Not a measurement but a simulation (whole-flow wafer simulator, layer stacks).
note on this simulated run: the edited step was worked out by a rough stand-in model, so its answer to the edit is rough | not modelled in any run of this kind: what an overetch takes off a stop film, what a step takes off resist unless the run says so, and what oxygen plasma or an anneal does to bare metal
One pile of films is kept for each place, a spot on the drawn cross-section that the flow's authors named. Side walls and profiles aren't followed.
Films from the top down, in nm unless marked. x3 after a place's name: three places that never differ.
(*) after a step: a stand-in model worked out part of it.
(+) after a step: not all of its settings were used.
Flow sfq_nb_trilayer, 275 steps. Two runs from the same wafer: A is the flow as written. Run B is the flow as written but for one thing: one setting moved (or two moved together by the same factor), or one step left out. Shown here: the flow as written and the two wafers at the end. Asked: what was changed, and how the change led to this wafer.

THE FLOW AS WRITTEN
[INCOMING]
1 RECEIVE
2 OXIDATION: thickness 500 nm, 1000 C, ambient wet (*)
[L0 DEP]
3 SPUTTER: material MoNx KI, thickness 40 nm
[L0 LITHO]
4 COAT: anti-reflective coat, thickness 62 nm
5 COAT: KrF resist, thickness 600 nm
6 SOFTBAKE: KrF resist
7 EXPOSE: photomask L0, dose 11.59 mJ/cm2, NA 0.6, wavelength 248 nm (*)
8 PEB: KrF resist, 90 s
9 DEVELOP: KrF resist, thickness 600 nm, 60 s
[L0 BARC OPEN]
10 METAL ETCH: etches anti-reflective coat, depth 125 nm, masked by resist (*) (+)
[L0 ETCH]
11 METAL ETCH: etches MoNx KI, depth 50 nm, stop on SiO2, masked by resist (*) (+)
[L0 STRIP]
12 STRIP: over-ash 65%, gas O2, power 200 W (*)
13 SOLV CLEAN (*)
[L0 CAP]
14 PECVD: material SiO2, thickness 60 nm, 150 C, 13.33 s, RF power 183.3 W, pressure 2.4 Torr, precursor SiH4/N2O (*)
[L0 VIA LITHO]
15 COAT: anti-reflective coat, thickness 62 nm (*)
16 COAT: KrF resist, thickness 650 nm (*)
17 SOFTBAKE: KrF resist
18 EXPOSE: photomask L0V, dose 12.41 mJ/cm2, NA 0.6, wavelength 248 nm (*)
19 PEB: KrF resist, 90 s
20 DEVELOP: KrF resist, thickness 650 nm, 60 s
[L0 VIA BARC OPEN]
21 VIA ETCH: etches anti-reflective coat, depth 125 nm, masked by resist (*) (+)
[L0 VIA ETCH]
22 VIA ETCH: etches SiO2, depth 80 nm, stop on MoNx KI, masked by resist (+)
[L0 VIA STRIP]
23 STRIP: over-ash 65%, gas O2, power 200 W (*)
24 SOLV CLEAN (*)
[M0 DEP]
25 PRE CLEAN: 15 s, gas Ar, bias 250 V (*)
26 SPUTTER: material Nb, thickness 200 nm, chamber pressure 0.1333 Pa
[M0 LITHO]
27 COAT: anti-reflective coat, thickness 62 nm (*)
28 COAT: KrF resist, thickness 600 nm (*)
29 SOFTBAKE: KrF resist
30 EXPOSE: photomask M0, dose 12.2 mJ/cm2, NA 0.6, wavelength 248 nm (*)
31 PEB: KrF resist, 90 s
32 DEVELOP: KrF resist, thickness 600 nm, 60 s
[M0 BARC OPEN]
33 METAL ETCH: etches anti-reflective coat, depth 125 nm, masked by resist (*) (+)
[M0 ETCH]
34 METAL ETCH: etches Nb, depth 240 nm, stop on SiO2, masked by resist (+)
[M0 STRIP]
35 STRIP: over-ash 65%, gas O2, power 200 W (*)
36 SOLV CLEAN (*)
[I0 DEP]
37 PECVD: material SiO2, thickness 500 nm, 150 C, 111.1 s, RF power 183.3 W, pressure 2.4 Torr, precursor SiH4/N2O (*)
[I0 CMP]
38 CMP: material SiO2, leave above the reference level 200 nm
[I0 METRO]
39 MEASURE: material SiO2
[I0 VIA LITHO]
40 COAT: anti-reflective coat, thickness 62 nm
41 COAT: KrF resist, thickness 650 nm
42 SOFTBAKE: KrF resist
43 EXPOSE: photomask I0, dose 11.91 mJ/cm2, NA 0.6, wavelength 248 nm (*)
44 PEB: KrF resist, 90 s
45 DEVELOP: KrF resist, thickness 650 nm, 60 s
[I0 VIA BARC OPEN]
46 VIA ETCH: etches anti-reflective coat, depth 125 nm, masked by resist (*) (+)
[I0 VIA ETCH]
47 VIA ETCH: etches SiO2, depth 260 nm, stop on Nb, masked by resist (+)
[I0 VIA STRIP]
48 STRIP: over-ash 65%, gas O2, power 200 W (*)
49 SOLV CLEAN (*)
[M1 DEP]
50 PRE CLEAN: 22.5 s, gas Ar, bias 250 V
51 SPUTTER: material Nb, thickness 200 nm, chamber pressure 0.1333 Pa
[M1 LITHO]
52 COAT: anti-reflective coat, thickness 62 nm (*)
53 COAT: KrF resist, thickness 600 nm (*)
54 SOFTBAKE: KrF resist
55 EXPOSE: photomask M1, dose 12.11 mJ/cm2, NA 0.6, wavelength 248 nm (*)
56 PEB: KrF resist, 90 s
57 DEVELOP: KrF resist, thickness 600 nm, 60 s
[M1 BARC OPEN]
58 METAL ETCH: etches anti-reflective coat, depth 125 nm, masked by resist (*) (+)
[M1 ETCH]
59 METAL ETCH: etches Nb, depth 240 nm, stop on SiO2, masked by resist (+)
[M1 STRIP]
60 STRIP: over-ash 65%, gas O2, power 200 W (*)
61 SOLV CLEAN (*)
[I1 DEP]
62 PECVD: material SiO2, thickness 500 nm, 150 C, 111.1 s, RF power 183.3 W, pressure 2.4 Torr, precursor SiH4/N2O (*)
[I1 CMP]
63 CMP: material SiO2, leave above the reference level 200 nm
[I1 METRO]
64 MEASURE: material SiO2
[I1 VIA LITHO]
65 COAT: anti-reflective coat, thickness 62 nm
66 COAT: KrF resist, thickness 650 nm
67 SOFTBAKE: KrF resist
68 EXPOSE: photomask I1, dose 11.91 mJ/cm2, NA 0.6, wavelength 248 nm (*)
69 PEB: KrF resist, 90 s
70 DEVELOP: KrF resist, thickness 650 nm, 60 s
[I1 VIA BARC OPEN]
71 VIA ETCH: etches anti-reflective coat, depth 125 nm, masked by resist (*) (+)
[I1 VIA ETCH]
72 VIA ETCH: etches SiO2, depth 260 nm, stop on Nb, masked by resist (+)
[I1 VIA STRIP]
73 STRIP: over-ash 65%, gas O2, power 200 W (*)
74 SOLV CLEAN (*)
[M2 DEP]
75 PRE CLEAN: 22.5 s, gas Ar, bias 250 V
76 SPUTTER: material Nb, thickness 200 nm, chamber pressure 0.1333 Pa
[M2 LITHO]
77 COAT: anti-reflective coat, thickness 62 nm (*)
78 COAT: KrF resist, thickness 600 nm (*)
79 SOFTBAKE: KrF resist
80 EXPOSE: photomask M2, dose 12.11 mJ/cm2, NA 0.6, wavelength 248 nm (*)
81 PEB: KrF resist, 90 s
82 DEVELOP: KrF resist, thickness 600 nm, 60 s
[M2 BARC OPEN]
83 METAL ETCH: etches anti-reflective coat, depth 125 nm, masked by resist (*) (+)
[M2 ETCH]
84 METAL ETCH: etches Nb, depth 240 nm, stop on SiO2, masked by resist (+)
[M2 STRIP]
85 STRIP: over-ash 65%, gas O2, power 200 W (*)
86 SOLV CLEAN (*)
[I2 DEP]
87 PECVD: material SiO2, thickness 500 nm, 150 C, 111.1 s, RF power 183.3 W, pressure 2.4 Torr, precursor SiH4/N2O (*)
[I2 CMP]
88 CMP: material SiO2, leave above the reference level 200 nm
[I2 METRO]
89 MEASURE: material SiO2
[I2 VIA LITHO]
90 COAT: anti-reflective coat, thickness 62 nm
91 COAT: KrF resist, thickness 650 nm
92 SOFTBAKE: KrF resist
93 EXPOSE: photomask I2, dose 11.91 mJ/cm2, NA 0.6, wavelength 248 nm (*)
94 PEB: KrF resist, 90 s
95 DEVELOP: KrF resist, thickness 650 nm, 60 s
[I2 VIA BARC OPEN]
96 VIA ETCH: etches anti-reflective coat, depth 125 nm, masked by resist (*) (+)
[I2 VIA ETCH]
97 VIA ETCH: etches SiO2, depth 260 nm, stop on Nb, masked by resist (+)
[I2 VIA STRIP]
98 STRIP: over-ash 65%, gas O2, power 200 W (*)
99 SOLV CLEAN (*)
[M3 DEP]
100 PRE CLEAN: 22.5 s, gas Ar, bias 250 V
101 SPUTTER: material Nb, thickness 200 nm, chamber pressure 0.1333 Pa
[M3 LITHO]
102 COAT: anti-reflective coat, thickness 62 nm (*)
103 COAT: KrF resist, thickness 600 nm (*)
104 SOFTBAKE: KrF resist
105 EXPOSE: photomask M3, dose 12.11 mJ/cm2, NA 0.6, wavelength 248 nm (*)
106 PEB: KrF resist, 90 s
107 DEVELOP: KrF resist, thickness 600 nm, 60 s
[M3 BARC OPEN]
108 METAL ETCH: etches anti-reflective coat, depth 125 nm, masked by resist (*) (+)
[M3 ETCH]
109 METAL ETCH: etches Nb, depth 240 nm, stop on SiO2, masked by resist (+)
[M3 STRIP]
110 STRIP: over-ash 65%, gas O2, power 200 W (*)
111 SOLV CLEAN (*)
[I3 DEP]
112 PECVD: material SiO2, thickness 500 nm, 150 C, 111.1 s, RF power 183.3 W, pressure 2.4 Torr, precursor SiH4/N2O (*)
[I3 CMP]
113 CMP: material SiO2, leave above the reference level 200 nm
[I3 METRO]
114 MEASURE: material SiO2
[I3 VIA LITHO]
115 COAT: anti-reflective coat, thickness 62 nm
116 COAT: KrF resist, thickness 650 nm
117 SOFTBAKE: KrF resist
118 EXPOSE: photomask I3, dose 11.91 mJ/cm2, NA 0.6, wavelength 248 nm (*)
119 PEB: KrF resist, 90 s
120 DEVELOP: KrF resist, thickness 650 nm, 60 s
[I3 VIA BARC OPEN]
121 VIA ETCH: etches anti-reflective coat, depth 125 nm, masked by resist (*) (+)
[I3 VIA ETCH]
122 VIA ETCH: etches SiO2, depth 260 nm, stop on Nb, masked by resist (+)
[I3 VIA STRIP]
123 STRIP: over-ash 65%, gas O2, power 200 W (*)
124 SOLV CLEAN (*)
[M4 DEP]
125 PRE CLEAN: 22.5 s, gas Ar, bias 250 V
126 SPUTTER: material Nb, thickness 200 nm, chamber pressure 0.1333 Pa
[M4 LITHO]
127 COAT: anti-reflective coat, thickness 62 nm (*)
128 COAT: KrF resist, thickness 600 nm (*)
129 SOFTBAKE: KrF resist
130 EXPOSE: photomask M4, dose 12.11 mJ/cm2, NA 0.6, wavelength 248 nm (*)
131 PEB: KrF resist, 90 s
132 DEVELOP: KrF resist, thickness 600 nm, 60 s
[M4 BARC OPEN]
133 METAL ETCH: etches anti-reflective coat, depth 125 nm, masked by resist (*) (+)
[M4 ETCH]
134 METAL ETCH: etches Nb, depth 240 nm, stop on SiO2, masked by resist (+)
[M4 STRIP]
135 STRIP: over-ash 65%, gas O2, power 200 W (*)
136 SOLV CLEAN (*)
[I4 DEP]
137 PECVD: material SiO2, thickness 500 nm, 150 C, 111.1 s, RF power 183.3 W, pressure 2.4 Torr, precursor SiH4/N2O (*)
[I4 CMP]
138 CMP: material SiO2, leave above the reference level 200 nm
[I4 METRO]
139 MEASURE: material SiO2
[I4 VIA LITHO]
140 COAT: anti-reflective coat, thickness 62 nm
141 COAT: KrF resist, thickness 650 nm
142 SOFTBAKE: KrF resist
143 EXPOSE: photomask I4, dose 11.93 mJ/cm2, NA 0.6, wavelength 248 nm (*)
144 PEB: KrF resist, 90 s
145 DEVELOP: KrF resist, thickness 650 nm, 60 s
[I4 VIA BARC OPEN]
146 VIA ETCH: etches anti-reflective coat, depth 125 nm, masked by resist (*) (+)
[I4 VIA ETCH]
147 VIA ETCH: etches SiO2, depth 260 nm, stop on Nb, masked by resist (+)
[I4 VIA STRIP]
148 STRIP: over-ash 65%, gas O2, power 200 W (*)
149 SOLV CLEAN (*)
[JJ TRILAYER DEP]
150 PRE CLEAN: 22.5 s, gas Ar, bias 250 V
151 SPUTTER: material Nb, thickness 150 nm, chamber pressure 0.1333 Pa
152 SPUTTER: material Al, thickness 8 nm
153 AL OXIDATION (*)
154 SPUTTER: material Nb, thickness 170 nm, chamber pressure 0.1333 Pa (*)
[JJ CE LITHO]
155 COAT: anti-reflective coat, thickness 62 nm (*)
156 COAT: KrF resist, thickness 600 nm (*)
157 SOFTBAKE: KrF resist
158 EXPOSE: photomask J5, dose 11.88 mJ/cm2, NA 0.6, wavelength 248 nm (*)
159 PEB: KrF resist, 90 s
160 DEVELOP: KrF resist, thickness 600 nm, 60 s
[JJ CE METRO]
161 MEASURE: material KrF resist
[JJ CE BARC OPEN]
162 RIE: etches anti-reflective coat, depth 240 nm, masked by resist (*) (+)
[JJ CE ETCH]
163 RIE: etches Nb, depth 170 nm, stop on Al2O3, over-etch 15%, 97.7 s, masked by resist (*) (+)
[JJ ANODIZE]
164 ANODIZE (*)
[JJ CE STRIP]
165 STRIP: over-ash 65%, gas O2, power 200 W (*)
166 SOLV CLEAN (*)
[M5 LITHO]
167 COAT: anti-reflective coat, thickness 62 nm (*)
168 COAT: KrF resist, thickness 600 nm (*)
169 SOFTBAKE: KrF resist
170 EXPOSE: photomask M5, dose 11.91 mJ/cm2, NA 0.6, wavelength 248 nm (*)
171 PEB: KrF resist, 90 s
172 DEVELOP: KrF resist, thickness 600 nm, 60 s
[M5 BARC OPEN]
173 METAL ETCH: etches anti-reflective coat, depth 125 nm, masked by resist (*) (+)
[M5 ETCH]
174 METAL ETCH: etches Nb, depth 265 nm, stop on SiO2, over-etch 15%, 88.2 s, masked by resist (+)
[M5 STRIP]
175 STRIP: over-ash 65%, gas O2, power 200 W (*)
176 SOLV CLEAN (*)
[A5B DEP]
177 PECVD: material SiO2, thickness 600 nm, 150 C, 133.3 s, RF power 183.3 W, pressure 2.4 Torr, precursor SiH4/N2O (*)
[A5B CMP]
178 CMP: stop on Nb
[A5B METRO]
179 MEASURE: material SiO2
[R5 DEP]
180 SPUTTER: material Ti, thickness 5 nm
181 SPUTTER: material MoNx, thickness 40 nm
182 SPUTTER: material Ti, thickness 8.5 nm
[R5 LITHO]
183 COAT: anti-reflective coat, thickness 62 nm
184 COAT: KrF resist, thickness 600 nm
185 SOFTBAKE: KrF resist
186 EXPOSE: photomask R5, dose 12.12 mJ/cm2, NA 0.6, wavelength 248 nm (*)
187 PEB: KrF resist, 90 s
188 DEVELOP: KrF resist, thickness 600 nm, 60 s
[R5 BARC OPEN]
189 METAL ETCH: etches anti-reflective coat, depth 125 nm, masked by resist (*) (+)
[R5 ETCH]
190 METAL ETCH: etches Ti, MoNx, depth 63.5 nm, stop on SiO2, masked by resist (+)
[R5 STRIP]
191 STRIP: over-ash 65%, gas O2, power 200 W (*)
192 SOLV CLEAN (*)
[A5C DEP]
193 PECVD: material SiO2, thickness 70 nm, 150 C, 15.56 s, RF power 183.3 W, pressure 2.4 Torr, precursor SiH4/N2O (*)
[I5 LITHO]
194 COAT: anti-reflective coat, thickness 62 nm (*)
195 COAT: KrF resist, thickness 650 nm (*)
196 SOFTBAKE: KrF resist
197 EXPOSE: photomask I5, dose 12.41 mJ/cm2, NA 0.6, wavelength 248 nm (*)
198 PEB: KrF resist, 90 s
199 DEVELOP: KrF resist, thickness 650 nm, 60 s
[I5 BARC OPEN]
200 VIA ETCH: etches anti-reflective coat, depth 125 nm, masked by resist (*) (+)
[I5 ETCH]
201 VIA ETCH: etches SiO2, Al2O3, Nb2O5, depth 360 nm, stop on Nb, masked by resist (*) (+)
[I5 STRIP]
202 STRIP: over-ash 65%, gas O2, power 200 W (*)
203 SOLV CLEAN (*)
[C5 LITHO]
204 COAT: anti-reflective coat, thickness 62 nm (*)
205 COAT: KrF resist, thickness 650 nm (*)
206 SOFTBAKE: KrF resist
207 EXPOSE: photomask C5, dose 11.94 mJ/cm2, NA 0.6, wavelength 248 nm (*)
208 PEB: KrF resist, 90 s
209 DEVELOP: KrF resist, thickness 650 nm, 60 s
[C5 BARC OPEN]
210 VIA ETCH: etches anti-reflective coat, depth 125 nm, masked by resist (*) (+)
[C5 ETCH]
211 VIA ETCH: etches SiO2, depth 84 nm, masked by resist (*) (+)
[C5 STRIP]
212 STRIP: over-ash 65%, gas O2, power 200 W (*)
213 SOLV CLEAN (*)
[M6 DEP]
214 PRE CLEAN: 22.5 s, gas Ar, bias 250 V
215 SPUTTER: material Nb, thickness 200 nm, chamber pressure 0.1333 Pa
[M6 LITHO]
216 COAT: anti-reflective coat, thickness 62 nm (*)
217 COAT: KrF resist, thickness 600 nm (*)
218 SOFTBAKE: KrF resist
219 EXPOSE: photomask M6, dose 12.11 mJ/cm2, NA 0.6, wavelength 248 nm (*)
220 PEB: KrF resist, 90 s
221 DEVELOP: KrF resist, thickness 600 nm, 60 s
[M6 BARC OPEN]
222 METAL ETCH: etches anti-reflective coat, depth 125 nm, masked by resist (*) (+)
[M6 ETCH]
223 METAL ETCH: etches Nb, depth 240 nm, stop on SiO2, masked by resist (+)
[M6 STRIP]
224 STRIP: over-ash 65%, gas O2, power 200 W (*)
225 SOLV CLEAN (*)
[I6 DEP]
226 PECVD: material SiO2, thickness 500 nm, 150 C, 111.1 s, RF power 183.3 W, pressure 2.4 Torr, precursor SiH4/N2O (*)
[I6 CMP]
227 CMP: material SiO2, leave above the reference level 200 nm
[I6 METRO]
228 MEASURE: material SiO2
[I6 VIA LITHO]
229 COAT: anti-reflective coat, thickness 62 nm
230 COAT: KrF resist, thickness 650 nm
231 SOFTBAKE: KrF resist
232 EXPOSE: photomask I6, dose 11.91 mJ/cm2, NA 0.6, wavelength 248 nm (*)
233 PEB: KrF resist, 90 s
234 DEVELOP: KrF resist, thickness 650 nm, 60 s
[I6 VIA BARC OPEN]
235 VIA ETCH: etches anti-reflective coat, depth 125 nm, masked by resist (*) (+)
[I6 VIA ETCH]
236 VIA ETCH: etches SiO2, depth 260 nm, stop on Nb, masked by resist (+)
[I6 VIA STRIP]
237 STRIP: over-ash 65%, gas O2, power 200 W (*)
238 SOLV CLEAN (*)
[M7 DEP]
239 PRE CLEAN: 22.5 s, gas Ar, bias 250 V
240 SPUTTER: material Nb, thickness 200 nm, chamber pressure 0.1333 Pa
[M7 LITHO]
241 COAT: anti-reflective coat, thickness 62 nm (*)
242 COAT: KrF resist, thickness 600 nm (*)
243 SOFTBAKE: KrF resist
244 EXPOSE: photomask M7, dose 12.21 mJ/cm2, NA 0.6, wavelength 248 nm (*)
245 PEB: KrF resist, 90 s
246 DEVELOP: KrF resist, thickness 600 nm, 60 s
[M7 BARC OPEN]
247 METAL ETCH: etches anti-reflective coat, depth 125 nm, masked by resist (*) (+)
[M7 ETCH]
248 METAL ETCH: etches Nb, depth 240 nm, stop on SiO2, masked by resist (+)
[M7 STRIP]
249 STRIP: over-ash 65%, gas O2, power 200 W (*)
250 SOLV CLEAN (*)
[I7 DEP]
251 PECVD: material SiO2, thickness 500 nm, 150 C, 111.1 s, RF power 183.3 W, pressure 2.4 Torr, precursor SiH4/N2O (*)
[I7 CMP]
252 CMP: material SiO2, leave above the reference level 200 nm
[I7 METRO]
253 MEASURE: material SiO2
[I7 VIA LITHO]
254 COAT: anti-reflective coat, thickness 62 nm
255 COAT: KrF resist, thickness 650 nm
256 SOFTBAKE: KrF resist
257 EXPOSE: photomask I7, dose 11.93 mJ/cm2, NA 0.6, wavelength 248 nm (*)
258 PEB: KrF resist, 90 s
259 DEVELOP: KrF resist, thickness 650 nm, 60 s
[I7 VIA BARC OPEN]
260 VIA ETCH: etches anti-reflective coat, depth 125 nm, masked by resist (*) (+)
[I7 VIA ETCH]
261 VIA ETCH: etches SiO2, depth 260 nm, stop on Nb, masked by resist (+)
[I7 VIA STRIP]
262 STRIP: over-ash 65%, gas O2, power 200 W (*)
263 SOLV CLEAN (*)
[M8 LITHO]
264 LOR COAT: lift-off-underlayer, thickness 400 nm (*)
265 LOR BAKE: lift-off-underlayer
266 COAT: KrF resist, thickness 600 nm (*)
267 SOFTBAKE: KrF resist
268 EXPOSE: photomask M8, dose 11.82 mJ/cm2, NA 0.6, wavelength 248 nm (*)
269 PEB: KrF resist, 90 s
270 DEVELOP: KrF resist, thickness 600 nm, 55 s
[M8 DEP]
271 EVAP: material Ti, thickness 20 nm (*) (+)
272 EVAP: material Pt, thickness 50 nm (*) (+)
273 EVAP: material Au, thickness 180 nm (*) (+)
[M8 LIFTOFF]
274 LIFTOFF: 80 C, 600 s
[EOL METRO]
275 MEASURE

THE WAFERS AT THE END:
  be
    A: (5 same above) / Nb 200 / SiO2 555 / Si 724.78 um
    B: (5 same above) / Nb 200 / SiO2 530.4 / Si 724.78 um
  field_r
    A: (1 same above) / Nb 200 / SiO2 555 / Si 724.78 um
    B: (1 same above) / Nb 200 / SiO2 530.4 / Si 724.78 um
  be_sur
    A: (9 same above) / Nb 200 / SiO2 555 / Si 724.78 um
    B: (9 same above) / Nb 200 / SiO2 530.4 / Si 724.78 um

The cause: step 14, PECVD: thickness 35.4 nm was run, where the flow has thickness 60 nm; step 14, PECVD: 7.867 s was run, where the flow has 13.33 s.

How the change led to this, step by step:
  14 PECVD: material SiO2, thickness 60 nm, 150 C, 13.33 s, RF power 183.3 W, pressure 2.4 Torr, precursor SiH4/N2O (*)
      v_sur, via_wl, via_w and 97 more: A SiO2 +60 | B SiO2 +35.4
      field_l, l0_sur, l0v, l0r_line_l, l0r_line_c, l0r_line_r: A SiO2 +60 (new film) | B SiO2 +35.4 (new film)
  22 VIA ETCH: etches SiO2, depth 80 nm, stop on MoNx KI, masked by resist (+)
      field_l, v_sur, via_wl and 102 more: A KrF resist -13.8 | B KrF resist -9.12
      l0v: A SiO2 -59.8 (all of it) | B SiO2 -35.2 (all of it)
  26 SPUTTER: material Nb, thickness 200 nm, chamber pressure 0.1333 Pa
      l0v: A Nb +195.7 (new film) | B Nb +200 (new film)
  27 COAT: anti-reflective coat, thickness 62 nm (*)
      l0_sur: A anti-reflective coat +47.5 (new film) | B anti-reflective coat +50.2 (new film)
      l0v: A anti-reflective coat +78 (new film) | B anti-reflective coat +70.3 (new film)
  28 COAT: KrF resist, thickness 600 nm (*)
      l0v: A KrF resist +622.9 (new film) | B KrF resist +607.6 (new film)
  35 STRIP: over-ash 65%, gas O2, power 200 W (*)
      l0_sur: A KrF resist -372 (all of it), anti-reflective coat -47.5 (all of it) | B KrF resist -373.5 (all of it), anti-reflective coat -50.2 (all of it)
      l0v: A KrF resist -405.3 (all of it), anti-reflective coat -78 (all of it) | B KrF resist -389.9 (all of it), anti-reflective coat -70.3 (all of it)
  38 CMP: material SiO2, leave above the reference level 200 nm
      l0v: A SiO2 -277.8 | B SiO2 -306.7
